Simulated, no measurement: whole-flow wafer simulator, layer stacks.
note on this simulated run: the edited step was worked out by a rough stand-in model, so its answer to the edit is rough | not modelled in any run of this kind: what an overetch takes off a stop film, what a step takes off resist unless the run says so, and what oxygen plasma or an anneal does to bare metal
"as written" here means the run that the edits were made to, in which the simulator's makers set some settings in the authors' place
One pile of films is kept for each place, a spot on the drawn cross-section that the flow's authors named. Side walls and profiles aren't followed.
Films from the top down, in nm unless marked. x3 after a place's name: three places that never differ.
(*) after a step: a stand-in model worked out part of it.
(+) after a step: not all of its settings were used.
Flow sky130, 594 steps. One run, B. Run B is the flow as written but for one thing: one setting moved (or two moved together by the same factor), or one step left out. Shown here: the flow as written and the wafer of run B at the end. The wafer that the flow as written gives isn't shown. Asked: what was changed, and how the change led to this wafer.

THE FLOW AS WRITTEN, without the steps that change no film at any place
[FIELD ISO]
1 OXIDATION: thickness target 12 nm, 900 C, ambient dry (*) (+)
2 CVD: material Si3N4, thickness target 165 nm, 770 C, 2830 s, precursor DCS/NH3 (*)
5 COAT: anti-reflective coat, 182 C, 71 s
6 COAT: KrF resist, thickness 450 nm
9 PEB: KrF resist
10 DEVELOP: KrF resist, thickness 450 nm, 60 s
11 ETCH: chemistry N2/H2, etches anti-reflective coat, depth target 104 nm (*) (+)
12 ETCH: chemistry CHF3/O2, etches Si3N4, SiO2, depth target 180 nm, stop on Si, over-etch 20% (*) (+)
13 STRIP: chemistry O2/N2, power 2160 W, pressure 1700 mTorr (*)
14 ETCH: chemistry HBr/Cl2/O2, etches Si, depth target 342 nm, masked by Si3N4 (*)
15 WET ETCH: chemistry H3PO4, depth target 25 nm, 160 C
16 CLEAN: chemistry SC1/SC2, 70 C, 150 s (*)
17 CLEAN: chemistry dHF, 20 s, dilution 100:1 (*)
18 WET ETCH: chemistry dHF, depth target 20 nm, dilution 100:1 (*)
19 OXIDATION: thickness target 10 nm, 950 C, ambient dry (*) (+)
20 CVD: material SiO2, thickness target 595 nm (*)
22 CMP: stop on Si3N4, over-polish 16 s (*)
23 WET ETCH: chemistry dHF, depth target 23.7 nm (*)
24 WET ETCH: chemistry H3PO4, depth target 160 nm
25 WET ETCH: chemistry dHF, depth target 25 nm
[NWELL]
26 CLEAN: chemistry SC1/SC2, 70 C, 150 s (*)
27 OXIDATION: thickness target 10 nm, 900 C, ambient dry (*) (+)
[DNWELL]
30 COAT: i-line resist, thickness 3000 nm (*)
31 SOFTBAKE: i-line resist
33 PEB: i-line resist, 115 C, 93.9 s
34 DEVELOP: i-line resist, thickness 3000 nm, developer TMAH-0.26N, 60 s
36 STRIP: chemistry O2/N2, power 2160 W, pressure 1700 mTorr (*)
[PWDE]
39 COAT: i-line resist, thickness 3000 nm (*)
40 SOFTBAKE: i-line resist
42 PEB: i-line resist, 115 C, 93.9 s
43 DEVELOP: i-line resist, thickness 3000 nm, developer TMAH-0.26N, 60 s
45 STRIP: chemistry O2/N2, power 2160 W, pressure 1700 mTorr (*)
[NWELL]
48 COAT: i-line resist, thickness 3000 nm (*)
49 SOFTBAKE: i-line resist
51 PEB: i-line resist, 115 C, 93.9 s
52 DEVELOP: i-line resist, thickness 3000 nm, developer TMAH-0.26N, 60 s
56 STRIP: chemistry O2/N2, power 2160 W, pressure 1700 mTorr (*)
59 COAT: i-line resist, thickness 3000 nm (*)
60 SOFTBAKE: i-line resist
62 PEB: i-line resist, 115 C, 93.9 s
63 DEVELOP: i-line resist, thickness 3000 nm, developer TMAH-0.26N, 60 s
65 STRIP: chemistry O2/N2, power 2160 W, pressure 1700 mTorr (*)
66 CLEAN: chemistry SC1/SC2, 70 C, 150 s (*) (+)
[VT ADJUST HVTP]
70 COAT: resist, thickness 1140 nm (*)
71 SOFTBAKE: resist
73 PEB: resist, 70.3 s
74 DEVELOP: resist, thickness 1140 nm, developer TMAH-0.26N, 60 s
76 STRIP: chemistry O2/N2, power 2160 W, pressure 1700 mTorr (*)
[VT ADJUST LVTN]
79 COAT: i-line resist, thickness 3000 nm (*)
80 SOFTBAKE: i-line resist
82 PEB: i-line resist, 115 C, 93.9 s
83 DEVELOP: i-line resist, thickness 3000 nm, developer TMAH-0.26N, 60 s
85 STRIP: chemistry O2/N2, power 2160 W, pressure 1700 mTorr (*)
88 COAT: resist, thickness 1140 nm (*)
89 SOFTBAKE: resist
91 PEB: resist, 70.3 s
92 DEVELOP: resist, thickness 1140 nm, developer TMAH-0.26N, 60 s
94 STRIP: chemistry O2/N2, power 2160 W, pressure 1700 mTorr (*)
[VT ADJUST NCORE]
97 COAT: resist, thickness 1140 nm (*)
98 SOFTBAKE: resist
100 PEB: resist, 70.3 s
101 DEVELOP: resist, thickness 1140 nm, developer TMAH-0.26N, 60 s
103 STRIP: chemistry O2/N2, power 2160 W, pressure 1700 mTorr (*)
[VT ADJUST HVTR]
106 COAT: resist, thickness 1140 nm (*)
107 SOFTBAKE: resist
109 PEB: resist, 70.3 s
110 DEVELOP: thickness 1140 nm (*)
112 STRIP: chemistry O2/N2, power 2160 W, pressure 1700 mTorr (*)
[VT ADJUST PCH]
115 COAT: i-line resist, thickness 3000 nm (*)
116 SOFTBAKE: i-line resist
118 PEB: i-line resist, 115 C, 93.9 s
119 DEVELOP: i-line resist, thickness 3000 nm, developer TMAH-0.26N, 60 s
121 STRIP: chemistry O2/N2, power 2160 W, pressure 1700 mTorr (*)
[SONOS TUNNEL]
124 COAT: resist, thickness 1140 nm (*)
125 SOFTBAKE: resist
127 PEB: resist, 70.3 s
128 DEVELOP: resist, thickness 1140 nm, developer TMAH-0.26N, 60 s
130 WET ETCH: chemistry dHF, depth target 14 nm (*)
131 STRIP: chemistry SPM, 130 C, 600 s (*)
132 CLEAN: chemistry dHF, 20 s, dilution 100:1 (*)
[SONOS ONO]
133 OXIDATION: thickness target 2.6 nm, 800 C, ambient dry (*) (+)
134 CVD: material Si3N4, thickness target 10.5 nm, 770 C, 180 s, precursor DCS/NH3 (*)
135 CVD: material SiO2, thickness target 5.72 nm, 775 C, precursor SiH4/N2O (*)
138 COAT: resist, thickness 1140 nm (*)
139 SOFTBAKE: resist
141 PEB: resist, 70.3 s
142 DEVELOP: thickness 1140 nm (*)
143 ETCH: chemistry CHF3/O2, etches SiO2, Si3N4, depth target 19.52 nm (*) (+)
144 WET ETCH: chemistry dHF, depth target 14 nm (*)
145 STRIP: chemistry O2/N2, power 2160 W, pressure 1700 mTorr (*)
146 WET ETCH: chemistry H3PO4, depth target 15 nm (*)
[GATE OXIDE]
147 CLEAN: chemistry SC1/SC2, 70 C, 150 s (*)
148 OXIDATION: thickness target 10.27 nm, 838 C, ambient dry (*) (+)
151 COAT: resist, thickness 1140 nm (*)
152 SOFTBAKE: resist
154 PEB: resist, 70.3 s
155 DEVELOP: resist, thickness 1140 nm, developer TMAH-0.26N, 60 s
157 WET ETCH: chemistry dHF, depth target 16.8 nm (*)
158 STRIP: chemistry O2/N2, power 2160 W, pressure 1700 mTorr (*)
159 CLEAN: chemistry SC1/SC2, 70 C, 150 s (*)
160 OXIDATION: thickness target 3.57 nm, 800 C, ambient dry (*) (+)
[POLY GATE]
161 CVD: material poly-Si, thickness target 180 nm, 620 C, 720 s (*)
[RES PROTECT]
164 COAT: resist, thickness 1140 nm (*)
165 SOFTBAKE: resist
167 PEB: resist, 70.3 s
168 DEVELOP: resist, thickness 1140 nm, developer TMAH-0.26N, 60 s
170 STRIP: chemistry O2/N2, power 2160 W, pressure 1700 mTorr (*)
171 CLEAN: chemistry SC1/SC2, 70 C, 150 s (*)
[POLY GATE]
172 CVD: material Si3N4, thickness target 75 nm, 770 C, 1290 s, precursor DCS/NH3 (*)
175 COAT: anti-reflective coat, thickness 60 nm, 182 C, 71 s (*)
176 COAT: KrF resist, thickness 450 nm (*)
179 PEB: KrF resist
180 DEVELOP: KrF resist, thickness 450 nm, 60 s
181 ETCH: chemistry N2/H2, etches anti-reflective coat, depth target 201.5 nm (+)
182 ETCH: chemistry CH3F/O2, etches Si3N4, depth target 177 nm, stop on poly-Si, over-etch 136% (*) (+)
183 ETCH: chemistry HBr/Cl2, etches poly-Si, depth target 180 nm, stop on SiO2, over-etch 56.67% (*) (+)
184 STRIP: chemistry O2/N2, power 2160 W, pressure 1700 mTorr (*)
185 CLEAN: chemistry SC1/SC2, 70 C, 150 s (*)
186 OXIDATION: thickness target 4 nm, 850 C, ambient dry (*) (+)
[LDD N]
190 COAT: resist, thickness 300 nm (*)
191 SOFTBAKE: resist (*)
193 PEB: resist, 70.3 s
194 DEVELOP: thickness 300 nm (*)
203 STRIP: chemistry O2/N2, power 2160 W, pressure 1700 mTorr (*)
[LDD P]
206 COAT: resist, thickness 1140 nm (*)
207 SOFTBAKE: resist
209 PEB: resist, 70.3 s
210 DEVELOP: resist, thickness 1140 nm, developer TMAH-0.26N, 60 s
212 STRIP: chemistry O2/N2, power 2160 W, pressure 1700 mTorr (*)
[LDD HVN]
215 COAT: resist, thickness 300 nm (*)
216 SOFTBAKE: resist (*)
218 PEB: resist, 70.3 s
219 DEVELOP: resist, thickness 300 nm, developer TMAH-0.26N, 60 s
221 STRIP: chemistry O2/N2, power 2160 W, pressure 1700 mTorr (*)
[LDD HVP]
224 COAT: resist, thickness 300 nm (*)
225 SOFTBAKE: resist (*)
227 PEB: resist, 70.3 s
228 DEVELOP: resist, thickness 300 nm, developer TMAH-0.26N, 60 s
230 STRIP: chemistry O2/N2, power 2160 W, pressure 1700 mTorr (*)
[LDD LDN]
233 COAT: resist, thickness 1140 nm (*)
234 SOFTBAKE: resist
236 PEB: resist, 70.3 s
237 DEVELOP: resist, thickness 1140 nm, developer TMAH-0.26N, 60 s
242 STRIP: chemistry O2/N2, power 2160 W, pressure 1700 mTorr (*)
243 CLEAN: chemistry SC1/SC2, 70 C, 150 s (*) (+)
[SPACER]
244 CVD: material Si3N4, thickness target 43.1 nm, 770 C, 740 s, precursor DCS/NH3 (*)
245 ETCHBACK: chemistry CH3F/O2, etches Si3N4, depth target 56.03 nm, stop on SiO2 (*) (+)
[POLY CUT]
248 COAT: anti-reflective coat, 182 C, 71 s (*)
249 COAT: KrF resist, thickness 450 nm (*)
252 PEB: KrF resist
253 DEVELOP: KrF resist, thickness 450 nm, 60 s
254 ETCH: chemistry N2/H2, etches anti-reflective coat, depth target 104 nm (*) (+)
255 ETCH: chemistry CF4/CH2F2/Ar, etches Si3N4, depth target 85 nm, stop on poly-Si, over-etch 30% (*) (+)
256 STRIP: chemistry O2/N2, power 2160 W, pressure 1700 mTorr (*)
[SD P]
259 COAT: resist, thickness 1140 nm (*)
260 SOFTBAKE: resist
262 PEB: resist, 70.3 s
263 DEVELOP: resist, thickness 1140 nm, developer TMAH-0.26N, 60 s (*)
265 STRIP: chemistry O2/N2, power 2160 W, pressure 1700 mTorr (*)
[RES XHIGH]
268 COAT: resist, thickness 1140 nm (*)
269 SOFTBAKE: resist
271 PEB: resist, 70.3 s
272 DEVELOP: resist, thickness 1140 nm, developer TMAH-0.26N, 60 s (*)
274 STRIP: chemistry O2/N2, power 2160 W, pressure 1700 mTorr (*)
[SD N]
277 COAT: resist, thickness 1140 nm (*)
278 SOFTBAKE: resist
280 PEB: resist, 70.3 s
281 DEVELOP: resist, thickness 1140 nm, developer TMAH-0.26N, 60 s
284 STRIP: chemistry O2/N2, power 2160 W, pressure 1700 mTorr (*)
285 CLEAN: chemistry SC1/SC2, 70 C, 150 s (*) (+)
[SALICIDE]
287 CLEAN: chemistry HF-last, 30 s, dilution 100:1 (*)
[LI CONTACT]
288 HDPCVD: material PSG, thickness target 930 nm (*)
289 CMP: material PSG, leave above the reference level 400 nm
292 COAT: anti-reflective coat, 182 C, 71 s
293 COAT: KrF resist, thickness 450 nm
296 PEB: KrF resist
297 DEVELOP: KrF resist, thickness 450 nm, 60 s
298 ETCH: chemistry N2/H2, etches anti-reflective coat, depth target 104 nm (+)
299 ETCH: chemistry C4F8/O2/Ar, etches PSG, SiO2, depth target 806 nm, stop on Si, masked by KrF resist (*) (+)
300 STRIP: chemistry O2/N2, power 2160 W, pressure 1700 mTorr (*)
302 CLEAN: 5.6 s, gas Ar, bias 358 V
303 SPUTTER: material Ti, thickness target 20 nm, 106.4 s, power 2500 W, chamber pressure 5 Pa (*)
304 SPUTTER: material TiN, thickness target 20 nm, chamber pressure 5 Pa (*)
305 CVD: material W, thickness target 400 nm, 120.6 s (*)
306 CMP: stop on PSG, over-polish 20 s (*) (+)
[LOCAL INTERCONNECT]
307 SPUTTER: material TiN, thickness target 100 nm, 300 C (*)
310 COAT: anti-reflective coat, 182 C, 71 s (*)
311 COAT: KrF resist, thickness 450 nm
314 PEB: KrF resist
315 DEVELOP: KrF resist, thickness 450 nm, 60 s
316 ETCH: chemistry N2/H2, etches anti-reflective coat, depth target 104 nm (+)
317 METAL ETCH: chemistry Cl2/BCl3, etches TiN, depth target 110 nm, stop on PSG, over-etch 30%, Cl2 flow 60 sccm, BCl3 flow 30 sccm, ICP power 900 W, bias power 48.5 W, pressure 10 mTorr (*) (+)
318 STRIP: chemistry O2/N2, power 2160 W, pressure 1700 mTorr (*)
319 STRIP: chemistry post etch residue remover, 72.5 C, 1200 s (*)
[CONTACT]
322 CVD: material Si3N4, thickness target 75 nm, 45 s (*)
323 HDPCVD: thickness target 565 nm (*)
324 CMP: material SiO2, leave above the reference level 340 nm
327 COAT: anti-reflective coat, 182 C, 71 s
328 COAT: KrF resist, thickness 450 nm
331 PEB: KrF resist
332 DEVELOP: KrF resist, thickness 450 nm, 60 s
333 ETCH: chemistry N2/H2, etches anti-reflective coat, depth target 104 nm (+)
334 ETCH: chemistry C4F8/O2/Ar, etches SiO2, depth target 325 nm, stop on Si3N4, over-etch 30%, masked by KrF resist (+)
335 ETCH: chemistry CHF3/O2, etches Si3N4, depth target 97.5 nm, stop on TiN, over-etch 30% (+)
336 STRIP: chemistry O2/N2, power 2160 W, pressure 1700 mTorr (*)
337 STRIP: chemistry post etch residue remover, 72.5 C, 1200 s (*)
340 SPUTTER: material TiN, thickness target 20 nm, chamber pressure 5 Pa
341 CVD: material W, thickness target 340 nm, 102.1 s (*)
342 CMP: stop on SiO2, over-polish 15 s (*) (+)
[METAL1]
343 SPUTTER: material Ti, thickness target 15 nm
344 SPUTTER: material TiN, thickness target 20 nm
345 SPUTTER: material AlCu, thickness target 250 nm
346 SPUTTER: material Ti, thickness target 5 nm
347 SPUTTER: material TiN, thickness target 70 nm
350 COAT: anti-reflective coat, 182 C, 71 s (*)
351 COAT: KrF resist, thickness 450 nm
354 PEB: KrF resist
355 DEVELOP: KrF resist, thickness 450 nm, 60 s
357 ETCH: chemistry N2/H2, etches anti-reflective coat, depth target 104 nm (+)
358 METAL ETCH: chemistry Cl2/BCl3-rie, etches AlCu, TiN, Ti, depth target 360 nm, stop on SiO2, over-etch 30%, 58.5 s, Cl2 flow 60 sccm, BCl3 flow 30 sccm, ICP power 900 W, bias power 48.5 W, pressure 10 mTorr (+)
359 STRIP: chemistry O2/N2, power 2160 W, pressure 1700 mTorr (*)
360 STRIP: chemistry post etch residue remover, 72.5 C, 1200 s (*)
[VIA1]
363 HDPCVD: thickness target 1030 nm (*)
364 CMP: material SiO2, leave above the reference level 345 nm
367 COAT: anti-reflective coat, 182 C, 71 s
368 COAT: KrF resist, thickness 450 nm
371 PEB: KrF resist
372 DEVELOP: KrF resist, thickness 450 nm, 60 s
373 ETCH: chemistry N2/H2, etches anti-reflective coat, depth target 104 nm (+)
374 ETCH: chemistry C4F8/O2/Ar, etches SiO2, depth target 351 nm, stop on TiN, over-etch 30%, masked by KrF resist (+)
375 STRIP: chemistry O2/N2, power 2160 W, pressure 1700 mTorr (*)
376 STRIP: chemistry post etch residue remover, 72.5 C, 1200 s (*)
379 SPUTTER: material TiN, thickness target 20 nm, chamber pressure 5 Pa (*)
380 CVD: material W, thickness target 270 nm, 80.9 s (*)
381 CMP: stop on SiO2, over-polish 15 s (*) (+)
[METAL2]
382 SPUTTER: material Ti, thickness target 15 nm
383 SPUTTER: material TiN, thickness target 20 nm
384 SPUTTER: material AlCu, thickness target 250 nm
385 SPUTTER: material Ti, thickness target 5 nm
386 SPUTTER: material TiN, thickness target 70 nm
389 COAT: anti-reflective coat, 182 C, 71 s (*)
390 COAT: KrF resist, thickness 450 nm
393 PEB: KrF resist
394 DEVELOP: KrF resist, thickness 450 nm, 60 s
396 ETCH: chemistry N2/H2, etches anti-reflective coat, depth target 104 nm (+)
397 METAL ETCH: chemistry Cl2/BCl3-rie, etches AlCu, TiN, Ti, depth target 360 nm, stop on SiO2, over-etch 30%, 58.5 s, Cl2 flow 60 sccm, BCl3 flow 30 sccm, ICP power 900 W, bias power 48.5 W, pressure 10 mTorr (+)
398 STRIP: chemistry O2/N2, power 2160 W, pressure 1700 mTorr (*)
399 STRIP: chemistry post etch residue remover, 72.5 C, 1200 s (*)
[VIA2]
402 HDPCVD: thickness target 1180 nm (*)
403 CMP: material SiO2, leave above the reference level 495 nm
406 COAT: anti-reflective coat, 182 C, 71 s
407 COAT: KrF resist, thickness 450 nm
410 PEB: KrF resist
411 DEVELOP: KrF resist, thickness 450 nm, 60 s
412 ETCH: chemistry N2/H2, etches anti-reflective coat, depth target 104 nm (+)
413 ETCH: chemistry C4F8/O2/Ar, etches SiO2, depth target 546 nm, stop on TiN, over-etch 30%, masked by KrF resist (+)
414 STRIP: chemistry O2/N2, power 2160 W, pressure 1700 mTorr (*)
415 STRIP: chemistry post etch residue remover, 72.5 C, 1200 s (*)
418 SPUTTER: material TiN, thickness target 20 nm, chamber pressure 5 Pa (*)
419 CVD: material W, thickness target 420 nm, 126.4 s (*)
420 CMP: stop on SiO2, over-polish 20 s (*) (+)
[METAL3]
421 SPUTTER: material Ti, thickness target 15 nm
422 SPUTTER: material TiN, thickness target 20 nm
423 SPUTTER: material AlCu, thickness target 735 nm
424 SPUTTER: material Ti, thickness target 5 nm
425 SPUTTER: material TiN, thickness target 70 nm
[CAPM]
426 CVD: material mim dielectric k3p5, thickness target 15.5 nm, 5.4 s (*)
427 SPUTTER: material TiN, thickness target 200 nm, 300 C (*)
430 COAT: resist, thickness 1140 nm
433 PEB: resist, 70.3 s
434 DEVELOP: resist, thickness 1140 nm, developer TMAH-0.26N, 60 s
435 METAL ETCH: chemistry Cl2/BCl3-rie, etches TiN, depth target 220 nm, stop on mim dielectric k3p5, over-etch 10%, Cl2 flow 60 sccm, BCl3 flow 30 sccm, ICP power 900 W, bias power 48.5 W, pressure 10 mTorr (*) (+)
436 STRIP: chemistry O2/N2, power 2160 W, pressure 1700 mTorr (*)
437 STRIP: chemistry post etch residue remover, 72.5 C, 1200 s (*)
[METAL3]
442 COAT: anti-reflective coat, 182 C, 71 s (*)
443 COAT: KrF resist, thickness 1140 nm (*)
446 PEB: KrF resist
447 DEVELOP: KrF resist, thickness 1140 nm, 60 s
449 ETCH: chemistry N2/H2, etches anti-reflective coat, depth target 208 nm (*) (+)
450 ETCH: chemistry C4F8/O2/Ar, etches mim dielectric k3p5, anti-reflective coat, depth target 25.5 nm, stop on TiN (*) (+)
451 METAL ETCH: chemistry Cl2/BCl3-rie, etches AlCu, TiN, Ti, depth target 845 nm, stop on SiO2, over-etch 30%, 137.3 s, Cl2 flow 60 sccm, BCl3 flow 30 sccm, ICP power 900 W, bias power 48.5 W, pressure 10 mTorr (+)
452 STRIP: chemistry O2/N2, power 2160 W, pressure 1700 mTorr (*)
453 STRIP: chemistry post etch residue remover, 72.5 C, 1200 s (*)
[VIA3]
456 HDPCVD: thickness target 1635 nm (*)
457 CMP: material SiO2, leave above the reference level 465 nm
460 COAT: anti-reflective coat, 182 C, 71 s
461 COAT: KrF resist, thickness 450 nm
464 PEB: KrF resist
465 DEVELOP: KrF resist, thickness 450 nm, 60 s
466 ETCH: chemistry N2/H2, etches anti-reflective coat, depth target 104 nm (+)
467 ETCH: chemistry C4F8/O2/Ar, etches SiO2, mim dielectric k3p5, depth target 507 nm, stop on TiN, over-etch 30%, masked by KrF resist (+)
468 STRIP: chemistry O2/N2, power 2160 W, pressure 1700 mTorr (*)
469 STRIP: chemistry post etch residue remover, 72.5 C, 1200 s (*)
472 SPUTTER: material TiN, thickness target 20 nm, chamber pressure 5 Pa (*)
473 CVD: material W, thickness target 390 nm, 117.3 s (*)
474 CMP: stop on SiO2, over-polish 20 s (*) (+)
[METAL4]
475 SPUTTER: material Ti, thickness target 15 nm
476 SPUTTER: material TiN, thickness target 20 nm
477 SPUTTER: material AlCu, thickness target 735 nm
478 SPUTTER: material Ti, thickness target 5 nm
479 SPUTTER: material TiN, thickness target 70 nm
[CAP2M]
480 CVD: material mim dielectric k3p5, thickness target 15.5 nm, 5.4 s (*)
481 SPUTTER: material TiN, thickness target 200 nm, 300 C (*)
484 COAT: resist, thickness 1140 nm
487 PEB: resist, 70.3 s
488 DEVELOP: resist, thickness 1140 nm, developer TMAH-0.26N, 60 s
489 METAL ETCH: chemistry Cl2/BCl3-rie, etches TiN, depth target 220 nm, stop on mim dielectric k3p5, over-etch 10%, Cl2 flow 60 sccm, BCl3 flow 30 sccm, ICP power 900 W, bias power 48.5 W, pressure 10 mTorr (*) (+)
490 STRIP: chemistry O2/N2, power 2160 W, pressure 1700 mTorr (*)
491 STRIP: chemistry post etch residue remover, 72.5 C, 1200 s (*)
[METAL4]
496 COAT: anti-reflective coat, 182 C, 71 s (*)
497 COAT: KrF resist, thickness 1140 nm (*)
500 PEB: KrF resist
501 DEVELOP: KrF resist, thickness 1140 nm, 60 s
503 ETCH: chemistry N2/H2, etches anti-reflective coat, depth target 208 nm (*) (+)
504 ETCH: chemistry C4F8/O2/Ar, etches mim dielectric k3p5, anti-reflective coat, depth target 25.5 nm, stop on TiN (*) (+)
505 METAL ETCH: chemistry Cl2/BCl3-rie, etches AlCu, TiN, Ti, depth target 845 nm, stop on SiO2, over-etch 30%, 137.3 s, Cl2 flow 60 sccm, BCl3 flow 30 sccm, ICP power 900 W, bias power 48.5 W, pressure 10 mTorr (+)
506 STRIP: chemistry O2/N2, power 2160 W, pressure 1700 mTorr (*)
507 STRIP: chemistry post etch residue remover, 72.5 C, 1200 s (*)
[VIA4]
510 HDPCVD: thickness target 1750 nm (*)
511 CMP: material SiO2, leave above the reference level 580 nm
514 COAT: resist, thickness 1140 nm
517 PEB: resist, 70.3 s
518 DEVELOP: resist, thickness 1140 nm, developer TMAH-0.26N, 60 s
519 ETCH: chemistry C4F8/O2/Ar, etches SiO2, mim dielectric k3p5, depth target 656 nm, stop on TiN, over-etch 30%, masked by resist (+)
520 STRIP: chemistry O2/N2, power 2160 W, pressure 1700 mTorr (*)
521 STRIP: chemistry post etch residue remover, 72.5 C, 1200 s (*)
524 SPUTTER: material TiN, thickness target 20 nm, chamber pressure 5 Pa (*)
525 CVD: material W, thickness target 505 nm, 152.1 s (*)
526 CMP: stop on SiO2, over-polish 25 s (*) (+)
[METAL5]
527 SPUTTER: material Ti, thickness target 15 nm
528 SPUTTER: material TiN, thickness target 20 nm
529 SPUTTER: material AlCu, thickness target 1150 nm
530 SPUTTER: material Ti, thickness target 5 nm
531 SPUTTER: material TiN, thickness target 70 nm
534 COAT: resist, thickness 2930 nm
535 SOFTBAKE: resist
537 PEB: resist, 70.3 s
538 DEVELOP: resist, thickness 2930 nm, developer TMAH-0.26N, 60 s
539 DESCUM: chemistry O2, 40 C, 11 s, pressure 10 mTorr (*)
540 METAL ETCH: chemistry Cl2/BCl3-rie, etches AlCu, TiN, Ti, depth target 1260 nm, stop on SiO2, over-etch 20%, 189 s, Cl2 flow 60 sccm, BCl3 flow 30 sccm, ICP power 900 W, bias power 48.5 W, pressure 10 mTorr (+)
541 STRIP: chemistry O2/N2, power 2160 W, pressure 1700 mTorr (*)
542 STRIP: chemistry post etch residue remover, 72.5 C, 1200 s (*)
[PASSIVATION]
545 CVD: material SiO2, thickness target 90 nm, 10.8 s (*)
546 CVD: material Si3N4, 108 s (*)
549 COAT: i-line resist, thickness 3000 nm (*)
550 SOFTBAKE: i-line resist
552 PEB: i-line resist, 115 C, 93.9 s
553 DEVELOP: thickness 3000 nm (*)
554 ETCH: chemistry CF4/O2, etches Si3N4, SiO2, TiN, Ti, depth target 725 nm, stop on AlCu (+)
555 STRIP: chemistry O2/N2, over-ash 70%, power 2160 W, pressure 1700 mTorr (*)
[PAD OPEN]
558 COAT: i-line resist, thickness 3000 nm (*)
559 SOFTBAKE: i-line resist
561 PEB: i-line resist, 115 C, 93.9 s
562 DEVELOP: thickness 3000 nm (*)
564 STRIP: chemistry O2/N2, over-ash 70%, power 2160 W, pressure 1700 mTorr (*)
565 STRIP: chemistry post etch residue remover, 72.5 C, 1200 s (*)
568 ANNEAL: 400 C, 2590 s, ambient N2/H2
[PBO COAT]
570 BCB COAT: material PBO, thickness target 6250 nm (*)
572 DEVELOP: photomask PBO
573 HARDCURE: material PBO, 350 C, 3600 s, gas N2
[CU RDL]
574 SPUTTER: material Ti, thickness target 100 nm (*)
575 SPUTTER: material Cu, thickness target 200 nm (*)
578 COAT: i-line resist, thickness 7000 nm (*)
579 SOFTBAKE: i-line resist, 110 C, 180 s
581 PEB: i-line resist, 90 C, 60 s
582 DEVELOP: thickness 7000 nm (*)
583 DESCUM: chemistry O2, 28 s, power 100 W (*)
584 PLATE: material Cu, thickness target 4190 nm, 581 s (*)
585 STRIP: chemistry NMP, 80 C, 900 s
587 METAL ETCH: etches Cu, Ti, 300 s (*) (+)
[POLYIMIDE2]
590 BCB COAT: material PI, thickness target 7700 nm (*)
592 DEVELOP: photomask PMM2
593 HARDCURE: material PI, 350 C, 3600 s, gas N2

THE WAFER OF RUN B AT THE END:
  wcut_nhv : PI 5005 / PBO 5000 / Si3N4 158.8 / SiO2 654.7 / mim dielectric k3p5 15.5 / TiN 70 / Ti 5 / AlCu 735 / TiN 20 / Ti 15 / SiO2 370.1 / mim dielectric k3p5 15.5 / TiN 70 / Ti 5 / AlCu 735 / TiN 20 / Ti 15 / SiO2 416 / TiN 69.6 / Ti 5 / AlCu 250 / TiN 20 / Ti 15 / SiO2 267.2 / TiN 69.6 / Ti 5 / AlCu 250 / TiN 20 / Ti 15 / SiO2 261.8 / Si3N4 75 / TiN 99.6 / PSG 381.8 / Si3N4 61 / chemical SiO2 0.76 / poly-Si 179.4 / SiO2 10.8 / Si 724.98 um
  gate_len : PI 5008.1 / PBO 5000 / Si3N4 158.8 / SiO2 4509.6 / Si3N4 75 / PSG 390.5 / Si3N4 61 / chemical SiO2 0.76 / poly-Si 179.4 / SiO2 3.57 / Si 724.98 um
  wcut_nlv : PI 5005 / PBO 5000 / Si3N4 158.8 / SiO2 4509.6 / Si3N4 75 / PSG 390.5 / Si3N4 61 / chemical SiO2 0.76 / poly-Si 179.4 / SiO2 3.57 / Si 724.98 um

The cause: step 545, CVD: thickness target 142 nm was run, where the flow has thickness target 90 nm; step 545, CVD: 17 s was run, where the flow has 10.8 s.

How the change led to this, step by step:
  545 CVD: material SiO2, thickness target 90 nm, 10.8 s (*)
      field, active, gate and 175 more: SiO2 +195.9 (as written it would be: SiO2 +125.2)
      n_well, p_well, sd_n and 12 more: SiO2 +195.9 (new film) (as written it would be: SiO2 +125.2 (new film))
  550 SOFTBAKE: i-line resist
      gate_p_lvt, iso_guard_hv_nw: i-line resist +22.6 (as written it would be: i-line resist +20.6)
      active: i-line resist +13.5 (as written it would be: i-line resist +12)
      (and at 60 more places)
  554 ETCH: chemistry CF4/O2, etches Si3N4, SiO2, TiN, Ti, depth target 725 nm, stop on AlCu (+)
      field, active, n_well and 189 more: i-line resist -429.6 (as written it would be: i-line resist -358.9)
      pad: Si3N4 -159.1 (all of it), SiO2 -195.9 (all of it), TiN -69.6 (all of it), Ti -5 (all of it) (as written it would be: Si3N4 -159.1 (all of it), SiO2 -125.2 (all of it), TiN -69.6 (all of it), Ti -5 (all of it))
  555 STRIP: chemistry O2/N2, over-ash 70%, power 2160 W, pressure 1700 mTorr (*)
      gate_hv, dice_street, iso_guard and 83 more: i-line resist -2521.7 (all of it) (as written it would be: i-line resist -2592.4 (all of it))
      n_well, p_well, sd_n, sd_p: i-line resist -1270.1 (all of it) (as written it would be: i-line resist -1340.8 (all of it))
      (and at 102 more places)
  558 COAT: i-line resist, thickness 3000 nm (*)
      pad: i-line resist +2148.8 (new film) (as written it would be: i-line resist +2077.7 (new film))
  559 SOFTBAKE: i-line resist
      gate_p_lvt, iso_guard_hv_nw: i-line resist +22.6 (as written it would be: i-line resist +20.6)
      field: i-line resist +14 (as written it would be: i-line resist +12.5)
      (and at 67 more places)
  561 PEB: i-line resist, 115 C, 93.9 s
      pad: i-line resist -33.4 (as written it would be: i-line resist -32.2)
  562 DEVELOP: thickness 3000 nm (*)
      pad: i-line resist -2115.4 (all of it) (as written it would be: i-line resist -2045.5 (all of it))
  578 COAT: i-line resist, thickness 7000 nm (*)
      pad: i-line resist +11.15 um (new film) (as written it would be: i-line resist +11.08 um (new film))
  579 SOFTBAKE: i-line resist, 110 C, 180 s
      ndiff_licon_rim, ndiff_licon: i-line resist -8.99 (as written it would be: i-line resist -8.01)
      rpo_hd_licon, mim2: i-line resist -15.9 (as written it would be: i-line resist -14.9)
      (and at 28 more places)
  582 DEVELOP: thickness 7000 nm (*)
      pad: i-line resist -11.15 um (all of it) (as written it would be: i-line resist -11.08 um (all of it))
